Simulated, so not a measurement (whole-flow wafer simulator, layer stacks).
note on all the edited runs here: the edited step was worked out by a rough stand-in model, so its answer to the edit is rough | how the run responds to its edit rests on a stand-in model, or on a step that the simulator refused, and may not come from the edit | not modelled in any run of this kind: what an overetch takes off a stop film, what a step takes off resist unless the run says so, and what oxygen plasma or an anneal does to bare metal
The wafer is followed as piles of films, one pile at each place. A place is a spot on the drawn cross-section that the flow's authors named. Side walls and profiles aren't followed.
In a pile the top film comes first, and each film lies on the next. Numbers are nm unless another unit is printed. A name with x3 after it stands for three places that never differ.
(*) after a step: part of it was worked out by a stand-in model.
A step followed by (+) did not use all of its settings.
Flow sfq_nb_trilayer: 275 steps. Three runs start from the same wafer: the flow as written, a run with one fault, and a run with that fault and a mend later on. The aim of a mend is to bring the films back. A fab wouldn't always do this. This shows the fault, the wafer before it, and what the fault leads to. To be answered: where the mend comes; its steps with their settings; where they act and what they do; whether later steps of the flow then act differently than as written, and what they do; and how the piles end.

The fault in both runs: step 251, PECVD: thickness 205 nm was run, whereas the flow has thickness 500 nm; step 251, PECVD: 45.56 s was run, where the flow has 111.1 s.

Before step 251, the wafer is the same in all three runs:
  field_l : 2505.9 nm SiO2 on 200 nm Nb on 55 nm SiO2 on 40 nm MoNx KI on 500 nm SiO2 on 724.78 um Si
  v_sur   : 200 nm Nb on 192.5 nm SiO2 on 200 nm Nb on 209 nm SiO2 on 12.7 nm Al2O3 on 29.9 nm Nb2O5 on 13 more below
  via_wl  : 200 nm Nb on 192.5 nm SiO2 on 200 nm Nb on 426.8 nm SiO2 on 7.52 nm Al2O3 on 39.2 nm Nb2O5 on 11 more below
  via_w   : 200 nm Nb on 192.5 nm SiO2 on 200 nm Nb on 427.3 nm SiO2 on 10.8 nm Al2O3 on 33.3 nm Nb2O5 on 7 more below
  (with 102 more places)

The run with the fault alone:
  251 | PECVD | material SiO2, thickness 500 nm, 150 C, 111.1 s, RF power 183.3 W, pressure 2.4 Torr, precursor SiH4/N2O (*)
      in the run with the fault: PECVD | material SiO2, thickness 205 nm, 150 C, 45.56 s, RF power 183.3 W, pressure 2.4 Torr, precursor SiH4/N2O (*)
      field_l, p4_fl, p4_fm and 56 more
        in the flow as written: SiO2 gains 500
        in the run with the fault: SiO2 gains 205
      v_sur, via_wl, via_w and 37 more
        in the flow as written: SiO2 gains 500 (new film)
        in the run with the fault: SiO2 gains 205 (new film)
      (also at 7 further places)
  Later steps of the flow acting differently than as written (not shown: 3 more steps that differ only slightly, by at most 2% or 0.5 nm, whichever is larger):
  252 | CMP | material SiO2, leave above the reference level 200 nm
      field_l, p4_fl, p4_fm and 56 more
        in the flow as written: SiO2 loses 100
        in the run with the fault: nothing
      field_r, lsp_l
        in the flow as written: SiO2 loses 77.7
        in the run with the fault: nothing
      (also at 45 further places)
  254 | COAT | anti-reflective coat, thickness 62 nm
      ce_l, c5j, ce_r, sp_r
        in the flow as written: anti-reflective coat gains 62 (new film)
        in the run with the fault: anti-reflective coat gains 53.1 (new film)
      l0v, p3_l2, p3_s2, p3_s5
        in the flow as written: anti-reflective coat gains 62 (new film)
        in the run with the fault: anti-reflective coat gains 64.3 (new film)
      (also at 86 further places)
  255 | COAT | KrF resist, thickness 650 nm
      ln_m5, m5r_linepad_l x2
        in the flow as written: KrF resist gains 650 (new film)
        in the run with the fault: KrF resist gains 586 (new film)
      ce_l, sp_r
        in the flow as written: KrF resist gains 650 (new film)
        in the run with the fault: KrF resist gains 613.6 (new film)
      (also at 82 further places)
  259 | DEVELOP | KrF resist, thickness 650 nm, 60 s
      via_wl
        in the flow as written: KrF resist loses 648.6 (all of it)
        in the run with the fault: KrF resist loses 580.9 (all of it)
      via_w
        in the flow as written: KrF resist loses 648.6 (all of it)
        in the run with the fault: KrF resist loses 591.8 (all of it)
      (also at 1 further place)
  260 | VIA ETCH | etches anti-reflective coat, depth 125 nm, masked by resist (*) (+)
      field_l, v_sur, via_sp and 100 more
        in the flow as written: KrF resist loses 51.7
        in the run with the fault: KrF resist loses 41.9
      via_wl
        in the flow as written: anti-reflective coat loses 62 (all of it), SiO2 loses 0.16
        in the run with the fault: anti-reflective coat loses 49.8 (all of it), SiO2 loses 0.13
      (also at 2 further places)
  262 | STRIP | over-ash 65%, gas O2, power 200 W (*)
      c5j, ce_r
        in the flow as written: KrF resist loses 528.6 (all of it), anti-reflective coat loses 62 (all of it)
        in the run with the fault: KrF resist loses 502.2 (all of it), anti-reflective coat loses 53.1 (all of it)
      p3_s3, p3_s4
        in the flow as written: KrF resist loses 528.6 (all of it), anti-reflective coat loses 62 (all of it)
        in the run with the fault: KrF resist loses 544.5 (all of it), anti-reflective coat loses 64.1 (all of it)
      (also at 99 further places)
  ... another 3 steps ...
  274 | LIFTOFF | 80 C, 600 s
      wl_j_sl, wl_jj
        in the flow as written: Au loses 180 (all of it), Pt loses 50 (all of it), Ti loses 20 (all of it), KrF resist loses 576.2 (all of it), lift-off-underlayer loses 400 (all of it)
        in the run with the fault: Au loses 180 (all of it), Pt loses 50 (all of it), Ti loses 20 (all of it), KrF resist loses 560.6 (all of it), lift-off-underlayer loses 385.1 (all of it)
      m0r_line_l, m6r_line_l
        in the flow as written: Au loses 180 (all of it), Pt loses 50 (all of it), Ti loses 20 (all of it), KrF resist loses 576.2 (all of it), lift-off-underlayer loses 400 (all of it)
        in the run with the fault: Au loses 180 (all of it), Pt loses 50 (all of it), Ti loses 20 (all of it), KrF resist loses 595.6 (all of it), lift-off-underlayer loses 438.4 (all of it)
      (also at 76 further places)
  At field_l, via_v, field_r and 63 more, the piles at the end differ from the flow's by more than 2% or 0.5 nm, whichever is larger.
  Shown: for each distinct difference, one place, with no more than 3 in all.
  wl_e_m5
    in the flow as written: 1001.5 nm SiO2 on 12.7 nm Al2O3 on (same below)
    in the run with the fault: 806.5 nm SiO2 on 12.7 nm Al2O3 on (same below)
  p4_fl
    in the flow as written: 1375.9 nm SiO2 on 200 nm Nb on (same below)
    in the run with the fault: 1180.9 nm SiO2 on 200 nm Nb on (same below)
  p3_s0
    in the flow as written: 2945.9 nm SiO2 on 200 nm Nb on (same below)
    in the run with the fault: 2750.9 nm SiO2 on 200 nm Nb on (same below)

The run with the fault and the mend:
  The mend stands after step 251.
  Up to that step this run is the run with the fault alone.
  251a | PECVD | material SiO2, thickness 295 nm, 150 C, 65.56 s, RF power 183.3 W, pressure 2.4 Torr, precursor SiH4/N2O (*) (the flow's step 251, run once more with other settings)
      field_l, v_sur, via_wl and 98 more
        SiO2 gains 295
      field_r, lsp_l
        SiO2 gains 267.5
      l0_sur, l0v
        SiO2 gains 288.2
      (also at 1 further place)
  Later steps of the flow acting differently than as written:
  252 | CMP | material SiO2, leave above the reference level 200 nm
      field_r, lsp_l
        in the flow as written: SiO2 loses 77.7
        in the run with the mend: SiO2 loses 64.7
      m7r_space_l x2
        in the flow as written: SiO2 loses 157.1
        in the run with the mend: SiO2 loses 100
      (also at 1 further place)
  At every place that both follow, the piles at the end match the flow's.
